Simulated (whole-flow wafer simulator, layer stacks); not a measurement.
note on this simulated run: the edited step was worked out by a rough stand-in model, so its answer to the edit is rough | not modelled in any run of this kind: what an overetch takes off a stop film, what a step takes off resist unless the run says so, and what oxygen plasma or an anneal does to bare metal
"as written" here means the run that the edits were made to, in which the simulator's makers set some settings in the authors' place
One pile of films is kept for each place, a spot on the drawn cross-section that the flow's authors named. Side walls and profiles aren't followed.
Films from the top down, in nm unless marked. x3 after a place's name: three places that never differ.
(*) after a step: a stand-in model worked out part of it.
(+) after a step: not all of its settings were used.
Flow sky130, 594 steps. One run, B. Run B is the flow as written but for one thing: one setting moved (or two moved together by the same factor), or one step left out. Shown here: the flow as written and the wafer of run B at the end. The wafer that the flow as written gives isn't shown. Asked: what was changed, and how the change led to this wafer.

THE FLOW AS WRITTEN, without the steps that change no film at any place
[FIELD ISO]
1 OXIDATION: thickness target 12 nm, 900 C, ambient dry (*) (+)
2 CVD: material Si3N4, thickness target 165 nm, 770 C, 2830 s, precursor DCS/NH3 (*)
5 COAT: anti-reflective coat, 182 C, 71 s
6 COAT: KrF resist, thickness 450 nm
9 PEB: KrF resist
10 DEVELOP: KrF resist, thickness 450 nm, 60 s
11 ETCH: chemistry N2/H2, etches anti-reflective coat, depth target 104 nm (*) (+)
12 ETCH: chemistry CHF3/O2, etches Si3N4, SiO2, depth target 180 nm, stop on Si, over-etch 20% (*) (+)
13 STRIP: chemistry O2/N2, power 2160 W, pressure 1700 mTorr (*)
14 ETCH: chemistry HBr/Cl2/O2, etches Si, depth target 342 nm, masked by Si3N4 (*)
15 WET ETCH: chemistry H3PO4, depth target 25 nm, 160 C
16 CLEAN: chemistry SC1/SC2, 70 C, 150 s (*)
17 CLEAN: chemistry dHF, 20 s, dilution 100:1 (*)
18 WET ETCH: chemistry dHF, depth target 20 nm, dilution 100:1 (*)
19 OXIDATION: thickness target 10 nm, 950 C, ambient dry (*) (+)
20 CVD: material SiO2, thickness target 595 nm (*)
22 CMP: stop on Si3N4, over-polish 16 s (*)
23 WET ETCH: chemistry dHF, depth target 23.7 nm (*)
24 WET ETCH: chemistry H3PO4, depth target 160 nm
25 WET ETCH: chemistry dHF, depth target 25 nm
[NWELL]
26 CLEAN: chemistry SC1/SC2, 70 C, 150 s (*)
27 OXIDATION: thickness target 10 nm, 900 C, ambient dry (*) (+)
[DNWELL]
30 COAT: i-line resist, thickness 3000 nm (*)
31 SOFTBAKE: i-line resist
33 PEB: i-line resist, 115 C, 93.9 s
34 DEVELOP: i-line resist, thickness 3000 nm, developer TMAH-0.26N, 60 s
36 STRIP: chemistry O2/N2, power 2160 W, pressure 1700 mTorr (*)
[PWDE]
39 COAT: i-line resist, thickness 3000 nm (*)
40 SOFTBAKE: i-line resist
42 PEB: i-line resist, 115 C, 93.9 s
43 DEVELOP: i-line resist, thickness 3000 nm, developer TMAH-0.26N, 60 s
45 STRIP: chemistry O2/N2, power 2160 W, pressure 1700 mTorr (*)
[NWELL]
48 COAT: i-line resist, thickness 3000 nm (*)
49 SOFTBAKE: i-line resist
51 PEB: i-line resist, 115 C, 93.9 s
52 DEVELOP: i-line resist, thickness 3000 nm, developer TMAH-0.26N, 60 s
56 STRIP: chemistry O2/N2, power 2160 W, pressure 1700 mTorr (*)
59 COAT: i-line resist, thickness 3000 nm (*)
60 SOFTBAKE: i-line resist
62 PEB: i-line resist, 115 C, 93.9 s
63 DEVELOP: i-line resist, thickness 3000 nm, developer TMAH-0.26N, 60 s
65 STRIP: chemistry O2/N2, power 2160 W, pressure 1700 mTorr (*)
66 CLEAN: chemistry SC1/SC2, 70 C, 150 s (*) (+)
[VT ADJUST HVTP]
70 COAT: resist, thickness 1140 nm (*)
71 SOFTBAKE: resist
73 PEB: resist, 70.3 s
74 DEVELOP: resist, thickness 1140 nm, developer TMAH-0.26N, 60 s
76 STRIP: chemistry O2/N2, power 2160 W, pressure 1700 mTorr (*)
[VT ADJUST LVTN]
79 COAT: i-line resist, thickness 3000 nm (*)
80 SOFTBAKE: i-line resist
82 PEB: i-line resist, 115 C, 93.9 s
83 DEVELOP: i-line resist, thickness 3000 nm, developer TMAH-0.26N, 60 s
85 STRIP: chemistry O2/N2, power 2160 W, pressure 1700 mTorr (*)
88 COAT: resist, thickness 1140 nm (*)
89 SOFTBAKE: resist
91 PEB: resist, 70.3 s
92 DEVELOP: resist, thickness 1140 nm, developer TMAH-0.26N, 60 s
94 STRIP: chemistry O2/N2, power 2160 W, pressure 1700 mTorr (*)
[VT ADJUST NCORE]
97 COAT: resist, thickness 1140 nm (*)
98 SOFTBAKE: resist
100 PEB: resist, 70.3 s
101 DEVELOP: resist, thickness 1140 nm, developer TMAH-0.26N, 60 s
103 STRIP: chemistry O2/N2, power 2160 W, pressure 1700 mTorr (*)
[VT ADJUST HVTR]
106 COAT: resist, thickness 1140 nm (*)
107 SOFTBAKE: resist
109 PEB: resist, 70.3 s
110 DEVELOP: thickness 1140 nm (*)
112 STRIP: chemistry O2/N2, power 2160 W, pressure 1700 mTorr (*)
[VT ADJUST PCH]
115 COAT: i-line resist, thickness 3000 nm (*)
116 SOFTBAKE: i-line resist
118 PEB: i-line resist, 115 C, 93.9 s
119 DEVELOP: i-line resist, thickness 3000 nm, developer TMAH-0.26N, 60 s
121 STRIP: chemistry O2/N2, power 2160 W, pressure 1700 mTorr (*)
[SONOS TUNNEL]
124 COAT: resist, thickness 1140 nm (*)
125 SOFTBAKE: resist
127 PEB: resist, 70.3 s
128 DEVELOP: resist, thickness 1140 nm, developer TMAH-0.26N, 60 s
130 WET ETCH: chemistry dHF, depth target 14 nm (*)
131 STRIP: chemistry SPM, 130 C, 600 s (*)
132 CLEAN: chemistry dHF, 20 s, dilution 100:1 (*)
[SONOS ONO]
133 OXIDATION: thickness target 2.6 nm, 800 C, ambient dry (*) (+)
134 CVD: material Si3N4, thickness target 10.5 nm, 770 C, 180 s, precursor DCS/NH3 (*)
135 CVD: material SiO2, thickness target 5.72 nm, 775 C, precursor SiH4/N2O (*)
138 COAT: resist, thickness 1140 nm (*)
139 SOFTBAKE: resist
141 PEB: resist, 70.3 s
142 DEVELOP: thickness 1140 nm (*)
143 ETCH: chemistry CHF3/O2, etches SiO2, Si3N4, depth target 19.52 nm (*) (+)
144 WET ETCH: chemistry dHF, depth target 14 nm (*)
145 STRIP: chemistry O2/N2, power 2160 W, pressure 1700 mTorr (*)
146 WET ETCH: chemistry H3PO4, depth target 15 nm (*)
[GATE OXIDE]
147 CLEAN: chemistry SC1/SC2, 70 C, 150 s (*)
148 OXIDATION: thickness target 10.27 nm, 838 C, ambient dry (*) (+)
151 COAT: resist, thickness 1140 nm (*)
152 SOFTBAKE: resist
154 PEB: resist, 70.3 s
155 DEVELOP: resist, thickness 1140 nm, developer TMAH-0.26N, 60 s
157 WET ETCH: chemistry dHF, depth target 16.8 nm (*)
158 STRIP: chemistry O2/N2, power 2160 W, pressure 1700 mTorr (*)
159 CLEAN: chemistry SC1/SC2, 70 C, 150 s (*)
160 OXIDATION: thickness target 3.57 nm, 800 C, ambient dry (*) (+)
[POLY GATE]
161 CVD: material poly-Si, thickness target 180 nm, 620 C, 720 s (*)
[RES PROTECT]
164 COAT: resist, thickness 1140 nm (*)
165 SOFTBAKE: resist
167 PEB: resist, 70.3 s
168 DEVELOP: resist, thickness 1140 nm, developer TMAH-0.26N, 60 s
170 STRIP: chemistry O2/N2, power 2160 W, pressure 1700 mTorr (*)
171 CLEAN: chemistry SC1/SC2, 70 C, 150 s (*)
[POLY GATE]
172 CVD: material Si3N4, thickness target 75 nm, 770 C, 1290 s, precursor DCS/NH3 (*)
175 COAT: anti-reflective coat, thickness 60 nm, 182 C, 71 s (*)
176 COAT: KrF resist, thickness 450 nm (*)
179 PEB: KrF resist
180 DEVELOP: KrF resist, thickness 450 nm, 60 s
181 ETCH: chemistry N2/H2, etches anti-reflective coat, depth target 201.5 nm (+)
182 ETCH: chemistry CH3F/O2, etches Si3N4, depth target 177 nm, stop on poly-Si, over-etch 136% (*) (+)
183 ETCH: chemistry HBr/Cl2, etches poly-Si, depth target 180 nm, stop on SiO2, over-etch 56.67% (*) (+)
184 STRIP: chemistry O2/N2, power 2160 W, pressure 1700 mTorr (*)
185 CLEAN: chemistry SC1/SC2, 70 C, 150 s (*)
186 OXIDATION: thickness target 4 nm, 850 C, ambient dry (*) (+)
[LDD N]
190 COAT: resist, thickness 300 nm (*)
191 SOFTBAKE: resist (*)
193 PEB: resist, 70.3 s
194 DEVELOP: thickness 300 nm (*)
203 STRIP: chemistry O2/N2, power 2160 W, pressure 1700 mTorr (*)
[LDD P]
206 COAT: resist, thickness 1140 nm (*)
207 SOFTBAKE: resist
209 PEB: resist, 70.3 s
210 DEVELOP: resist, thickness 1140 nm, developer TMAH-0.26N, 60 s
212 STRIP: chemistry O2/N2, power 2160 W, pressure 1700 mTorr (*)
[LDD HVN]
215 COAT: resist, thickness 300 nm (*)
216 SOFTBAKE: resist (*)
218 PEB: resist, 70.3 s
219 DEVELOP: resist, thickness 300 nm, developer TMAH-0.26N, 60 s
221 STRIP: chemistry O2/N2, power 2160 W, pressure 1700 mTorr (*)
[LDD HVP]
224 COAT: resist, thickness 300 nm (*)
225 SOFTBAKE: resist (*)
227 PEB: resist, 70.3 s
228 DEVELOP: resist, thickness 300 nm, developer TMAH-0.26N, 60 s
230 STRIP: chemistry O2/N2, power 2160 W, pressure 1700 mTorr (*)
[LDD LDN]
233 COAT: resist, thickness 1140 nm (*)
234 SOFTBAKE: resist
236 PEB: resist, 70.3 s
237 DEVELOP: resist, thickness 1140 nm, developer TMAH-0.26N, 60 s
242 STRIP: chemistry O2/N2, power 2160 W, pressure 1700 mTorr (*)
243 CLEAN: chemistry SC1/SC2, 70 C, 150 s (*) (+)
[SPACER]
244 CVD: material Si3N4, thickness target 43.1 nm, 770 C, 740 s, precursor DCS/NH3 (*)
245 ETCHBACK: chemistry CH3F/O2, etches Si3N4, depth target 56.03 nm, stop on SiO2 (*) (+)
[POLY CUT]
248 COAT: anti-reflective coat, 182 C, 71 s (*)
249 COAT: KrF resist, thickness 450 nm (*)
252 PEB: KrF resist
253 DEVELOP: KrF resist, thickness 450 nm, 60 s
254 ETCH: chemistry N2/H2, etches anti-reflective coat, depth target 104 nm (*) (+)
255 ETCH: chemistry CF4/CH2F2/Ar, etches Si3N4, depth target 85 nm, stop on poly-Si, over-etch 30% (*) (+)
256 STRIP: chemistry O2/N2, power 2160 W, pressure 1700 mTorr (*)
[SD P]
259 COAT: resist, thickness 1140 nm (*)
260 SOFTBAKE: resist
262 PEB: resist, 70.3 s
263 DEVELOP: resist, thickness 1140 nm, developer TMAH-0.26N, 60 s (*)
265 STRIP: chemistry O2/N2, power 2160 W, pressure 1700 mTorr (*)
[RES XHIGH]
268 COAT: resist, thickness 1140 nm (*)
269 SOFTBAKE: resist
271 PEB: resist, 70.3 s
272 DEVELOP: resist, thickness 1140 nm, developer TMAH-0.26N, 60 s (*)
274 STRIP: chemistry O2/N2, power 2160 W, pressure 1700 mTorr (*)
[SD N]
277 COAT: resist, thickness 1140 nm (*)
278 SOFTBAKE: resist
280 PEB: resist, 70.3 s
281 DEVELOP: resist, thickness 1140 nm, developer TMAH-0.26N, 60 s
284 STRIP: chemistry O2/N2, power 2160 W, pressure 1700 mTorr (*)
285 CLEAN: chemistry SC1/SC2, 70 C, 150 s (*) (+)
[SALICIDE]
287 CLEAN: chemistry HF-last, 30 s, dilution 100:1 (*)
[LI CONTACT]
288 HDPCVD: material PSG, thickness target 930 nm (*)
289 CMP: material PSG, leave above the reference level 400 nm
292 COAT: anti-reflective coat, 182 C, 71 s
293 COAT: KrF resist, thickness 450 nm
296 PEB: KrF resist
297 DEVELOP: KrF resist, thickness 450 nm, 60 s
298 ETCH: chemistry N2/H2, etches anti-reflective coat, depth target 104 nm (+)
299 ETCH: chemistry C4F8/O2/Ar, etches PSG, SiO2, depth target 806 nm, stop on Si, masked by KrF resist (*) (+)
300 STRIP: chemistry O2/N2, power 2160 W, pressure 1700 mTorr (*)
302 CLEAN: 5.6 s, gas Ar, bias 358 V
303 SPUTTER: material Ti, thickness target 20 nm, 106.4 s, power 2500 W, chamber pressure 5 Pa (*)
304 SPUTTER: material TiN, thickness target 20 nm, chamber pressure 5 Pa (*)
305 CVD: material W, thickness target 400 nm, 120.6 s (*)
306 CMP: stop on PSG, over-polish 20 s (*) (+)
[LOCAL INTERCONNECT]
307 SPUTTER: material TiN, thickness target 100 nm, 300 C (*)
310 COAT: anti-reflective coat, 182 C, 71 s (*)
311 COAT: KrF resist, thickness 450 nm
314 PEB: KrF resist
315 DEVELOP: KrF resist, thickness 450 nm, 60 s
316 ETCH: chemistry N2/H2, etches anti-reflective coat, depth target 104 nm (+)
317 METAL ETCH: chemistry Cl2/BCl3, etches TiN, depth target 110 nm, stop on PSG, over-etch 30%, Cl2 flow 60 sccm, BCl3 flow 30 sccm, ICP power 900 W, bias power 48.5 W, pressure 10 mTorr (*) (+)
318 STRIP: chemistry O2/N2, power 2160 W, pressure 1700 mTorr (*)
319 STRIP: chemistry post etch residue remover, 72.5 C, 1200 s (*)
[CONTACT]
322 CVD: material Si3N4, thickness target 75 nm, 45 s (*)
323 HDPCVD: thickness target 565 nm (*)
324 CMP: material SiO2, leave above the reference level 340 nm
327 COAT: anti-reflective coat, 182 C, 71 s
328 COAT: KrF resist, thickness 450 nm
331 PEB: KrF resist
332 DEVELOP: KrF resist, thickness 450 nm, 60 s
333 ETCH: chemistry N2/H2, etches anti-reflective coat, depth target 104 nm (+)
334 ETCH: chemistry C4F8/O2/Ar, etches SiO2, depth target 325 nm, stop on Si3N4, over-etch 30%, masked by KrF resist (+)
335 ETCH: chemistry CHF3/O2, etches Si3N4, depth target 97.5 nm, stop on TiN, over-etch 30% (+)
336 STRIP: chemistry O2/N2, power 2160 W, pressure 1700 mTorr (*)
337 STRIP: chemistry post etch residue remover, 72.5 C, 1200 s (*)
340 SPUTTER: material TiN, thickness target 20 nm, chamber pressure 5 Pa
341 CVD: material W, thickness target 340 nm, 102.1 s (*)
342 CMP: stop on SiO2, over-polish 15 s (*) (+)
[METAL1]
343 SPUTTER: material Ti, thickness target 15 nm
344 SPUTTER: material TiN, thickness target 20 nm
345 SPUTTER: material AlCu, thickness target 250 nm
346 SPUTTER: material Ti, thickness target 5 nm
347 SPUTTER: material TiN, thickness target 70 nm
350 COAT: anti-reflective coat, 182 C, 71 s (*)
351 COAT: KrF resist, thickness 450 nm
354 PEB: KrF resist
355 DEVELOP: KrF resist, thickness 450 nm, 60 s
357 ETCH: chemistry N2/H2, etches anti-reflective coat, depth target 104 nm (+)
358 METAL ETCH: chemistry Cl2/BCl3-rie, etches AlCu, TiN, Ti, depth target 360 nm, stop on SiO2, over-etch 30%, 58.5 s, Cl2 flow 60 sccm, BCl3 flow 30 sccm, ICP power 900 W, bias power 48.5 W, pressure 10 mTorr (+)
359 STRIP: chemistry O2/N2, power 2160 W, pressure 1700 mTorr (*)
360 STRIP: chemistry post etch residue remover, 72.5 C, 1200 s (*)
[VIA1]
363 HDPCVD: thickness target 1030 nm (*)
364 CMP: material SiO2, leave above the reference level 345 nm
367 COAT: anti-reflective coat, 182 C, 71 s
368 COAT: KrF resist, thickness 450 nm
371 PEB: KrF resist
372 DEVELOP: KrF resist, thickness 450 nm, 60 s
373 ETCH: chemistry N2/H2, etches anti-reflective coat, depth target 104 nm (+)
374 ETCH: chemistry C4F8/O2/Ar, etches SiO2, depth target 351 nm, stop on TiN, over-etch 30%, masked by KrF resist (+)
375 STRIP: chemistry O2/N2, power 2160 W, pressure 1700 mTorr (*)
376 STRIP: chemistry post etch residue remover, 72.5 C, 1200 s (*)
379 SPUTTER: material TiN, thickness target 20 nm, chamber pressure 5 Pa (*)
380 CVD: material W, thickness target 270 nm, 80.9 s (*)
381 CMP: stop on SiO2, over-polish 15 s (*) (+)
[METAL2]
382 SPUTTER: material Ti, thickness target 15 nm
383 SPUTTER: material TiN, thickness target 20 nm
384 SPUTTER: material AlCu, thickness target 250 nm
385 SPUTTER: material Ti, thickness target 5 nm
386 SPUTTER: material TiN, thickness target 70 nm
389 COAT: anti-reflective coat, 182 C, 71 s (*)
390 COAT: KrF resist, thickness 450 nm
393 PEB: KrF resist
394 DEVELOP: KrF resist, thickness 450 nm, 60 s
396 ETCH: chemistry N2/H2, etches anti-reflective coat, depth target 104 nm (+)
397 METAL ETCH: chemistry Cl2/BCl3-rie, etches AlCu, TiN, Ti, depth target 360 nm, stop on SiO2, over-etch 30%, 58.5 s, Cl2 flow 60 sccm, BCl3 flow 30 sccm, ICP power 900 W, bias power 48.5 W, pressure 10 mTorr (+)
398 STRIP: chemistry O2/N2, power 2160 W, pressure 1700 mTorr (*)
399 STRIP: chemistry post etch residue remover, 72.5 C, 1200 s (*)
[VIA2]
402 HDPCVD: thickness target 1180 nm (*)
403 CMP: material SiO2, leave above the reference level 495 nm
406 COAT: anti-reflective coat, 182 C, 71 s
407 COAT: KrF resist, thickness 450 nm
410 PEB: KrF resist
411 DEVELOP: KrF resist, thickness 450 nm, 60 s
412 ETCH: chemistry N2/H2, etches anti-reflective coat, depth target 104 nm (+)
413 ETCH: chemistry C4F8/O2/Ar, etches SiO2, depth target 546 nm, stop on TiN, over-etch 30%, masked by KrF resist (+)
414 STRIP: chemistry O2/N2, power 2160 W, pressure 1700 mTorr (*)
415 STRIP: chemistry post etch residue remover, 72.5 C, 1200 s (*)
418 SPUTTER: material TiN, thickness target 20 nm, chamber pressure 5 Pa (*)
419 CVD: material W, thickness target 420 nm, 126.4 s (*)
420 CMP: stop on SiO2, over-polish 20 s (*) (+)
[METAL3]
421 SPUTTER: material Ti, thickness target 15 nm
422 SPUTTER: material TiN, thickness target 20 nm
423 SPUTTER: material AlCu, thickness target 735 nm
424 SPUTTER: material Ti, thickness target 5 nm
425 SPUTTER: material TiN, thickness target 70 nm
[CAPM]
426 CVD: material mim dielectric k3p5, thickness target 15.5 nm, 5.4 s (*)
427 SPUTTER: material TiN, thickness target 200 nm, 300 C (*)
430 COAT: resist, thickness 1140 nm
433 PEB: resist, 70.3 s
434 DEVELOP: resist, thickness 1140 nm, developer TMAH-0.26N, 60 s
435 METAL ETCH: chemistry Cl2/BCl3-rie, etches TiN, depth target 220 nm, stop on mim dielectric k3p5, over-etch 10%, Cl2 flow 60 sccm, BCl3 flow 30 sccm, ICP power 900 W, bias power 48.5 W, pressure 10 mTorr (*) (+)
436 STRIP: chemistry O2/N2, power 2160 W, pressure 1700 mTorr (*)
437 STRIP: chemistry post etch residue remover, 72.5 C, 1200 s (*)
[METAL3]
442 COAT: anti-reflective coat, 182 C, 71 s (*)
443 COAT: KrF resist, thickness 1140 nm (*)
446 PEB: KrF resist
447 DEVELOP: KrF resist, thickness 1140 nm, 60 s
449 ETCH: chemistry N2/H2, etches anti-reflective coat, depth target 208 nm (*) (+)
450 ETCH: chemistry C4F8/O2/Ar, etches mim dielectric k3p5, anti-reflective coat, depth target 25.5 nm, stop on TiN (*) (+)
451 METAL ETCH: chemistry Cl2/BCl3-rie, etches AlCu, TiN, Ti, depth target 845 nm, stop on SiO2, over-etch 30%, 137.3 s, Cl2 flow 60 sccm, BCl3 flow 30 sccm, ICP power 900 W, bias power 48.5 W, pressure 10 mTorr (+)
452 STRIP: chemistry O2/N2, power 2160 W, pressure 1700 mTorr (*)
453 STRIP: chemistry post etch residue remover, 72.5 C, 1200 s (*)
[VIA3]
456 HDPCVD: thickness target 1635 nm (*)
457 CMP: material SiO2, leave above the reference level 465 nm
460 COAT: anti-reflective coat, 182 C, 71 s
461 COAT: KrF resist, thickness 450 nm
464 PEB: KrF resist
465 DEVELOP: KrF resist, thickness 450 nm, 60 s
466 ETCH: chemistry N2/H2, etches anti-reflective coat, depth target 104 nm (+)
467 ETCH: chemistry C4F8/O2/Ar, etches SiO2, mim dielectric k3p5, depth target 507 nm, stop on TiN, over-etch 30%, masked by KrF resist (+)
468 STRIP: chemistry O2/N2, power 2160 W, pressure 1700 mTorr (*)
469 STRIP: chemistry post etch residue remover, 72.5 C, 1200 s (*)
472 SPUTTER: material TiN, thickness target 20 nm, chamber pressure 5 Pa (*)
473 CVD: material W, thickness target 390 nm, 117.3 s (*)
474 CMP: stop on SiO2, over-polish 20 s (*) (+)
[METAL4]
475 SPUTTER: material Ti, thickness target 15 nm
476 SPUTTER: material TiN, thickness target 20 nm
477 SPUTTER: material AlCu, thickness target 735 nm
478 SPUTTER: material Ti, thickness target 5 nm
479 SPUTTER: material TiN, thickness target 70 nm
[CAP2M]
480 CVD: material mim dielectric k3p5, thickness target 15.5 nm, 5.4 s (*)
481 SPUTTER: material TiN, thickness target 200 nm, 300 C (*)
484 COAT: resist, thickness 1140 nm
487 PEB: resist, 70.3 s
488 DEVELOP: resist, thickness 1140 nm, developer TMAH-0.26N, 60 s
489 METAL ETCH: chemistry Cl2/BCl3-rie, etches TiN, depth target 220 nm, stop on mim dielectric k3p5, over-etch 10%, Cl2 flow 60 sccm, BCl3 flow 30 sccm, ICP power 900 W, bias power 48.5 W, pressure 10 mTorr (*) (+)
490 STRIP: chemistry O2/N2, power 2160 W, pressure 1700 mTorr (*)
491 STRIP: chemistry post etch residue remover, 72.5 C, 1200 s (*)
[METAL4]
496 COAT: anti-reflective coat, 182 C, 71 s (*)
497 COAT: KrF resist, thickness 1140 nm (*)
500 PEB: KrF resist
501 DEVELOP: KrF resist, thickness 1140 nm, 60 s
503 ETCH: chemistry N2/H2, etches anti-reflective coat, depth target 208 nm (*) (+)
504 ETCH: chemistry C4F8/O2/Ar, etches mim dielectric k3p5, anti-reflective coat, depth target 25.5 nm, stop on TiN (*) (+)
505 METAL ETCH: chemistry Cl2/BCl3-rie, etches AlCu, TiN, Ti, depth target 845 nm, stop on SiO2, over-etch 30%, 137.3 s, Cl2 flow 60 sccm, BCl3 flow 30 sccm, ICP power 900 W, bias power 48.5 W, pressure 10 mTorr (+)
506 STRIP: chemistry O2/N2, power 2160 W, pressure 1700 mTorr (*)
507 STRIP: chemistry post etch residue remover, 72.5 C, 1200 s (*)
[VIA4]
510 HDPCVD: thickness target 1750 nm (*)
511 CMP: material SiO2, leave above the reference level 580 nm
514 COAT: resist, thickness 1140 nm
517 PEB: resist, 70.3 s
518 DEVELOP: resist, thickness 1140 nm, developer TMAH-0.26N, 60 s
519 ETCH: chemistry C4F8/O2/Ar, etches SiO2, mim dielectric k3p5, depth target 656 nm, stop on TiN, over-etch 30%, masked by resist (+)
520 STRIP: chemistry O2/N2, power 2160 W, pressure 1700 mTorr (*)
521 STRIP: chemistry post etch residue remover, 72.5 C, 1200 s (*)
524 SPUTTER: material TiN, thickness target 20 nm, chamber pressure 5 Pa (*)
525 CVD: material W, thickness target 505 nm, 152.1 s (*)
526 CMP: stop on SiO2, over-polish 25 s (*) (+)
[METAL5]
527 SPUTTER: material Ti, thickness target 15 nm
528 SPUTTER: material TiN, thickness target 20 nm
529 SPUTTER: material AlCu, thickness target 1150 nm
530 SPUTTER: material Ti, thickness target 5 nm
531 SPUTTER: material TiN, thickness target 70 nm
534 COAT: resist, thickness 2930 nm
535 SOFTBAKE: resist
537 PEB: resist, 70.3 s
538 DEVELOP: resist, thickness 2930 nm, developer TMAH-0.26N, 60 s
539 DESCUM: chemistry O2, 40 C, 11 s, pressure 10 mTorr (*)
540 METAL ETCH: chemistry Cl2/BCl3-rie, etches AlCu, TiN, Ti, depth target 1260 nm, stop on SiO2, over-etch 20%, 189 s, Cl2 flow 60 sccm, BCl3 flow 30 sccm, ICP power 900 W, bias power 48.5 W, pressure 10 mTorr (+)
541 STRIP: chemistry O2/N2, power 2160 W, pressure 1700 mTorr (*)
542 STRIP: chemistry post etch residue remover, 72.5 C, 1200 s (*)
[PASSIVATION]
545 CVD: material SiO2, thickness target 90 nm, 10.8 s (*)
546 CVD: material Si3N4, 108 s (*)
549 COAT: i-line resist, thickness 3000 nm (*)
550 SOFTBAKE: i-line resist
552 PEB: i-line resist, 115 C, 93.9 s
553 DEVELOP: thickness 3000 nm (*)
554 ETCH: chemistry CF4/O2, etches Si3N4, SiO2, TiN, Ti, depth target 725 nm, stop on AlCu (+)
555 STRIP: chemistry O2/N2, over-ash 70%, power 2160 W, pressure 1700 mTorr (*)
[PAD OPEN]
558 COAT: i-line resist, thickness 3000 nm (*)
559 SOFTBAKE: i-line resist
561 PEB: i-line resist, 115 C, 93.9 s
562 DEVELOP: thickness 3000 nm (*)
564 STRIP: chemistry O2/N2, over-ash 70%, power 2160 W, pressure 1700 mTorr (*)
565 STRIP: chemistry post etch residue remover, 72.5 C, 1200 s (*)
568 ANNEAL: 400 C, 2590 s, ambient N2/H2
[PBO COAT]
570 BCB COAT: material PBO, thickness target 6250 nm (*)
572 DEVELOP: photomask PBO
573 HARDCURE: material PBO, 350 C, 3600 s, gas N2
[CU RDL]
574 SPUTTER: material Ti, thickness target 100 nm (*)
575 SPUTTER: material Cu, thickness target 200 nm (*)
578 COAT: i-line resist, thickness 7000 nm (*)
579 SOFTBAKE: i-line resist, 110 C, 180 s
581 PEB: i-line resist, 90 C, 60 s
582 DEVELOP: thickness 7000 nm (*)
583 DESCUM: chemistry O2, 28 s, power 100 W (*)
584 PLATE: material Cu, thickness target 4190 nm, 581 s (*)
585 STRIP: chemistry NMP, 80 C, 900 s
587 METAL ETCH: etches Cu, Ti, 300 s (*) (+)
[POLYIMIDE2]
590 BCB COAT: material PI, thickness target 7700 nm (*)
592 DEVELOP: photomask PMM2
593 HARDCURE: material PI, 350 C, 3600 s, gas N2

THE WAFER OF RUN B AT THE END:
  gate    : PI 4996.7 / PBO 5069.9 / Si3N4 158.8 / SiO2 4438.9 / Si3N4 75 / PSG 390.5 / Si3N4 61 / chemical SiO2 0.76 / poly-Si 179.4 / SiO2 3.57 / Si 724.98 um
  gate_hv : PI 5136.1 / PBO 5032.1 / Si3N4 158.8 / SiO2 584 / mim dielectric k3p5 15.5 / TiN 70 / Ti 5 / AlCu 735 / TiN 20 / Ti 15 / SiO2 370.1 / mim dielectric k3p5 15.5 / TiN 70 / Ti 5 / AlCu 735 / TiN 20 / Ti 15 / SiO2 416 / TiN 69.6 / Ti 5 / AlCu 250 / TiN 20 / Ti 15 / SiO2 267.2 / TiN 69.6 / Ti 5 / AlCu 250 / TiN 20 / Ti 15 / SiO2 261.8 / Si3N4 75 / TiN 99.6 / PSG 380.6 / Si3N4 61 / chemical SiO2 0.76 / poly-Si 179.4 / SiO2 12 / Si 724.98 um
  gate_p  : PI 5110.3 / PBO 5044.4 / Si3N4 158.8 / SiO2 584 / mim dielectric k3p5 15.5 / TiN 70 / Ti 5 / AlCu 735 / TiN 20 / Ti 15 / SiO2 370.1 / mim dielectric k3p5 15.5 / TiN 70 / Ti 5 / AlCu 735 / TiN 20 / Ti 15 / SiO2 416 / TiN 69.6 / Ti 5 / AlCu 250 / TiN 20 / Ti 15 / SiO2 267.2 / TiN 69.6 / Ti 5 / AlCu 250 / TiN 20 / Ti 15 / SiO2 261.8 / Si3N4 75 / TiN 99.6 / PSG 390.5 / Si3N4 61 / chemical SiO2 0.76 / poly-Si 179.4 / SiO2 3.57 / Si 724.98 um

The cause: step 148, OXIDATION: thickness target 11.55 nm was run, where the flow has thickness target 10.27 nm.

How the change led to this, step by step:
  148 OXIDATION: thickness target 10.27 nm, 838 C, ambient dry (*) (+)
      active, n_well, p_well and 98 more: SiO2 +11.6 (new film), chemical SiO2 -0.76 (all of it), Si -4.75 (as written it would be: SiO2 +10.3 (new film), chemical SiO2 -0.76 (all of it), Si -4.18)
  157 WET ETCH: chemistry dHF, depth target 16.8 nm (*)
      active, n_well, p_well and 58 more: SiO2 -11.6 (all of it) (as written it would be: SiO2 -10.3 (all of it))
  248 COAT: anti-reflective coat, 182 C, 71 s (*)
      gate_p_hv: anti-reflective coat +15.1 (new film) (as written it would be: anti-reflective coat +15.8 (new film))
  256 STRIP: chemistry O2/N2, power 2160 W, pressure 1700 mTorr (*)
      gate_p_hv: KrF resist -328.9 (all of it), anti-reflective coat -15.1 (all of it) (as written it would be: KrF resist -328.9 (all of it), anti-reflective coat -15.8 (all of it))
  306 CMP: stop on PSG, over-polish 20 s (*) (+)
      poly_licon: W -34 (as written it would be: W -33.3)
